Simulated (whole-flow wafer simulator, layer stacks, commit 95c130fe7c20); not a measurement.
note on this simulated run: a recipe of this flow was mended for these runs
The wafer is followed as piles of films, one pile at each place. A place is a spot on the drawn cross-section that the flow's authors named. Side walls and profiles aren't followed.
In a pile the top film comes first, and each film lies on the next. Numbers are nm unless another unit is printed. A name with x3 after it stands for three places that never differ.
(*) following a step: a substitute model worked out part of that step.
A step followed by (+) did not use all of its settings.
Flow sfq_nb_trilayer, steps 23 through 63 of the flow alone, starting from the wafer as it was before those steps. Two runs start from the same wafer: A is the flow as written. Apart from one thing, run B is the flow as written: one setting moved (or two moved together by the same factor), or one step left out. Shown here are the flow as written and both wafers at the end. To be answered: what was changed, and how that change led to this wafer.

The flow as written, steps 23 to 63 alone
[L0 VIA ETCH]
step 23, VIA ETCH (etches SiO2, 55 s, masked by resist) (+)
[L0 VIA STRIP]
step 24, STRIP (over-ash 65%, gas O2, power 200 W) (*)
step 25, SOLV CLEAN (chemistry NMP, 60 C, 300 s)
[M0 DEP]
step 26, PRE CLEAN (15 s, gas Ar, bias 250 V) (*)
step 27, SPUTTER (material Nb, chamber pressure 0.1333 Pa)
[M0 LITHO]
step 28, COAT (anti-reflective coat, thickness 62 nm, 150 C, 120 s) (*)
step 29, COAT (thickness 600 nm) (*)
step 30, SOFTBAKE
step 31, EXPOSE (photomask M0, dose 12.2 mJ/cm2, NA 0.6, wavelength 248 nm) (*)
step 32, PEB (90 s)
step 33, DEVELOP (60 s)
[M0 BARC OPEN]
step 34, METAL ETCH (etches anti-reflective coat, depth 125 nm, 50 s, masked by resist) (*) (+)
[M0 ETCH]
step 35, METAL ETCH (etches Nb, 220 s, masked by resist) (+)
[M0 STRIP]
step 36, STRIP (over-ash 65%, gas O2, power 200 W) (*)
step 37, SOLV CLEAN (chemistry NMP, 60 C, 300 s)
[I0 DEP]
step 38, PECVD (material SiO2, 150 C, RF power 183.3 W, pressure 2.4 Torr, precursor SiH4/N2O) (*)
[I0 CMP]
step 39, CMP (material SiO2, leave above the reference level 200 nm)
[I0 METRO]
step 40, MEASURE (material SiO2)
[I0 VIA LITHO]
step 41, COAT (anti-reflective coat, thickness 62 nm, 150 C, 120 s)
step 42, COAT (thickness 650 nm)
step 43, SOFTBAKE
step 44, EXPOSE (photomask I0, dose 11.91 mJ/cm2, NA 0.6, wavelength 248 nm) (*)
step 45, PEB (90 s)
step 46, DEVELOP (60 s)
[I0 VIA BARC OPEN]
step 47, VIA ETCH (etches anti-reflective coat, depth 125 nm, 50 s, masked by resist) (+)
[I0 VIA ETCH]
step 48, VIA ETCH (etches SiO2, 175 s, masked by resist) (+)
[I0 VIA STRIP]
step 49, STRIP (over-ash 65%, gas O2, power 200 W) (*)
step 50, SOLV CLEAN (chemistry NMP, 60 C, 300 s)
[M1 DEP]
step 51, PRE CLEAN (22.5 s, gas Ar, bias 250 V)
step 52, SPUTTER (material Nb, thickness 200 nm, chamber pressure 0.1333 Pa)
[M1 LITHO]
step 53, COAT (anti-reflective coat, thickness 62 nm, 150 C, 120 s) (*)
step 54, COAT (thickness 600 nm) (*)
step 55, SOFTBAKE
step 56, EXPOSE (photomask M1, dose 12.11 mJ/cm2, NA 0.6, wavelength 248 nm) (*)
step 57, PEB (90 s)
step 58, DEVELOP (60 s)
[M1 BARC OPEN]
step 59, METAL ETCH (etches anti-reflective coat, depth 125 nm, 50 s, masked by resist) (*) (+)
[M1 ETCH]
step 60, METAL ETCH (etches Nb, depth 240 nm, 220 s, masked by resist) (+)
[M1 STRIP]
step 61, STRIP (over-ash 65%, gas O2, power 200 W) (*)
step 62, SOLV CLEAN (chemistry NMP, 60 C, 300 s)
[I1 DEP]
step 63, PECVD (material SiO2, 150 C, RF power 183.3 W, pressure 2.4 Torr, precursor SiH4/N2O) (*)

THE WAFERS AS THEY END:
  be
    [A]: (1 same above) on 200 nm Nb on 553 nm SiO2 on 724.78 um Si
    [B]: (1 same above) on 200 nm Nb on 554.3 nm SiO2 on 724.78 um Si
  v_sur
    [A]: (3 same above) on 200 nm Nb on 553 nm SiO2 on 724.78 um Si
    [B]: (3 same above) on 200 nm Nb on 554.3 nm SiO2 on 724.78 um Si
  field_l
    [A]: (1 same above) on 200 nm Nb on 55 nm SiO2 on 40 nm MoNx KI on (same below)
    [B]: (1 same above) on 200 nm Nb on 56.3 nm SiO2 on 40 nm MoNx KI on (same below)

The reason: step 26, PRE CLEAN: 11.1 s was run, whereas the flow has 15 s.

How this came from the change, step by step:
  step 26, PRE CLEAN (15 s, gas Ar, bias 250 V) (*)
      field_l, v_sur, via_wl and 102 more: A -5 SiO2 | B -3.7 SiO2
      l0v: A -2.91 MoNx KI | B -2.1 MoNx KI
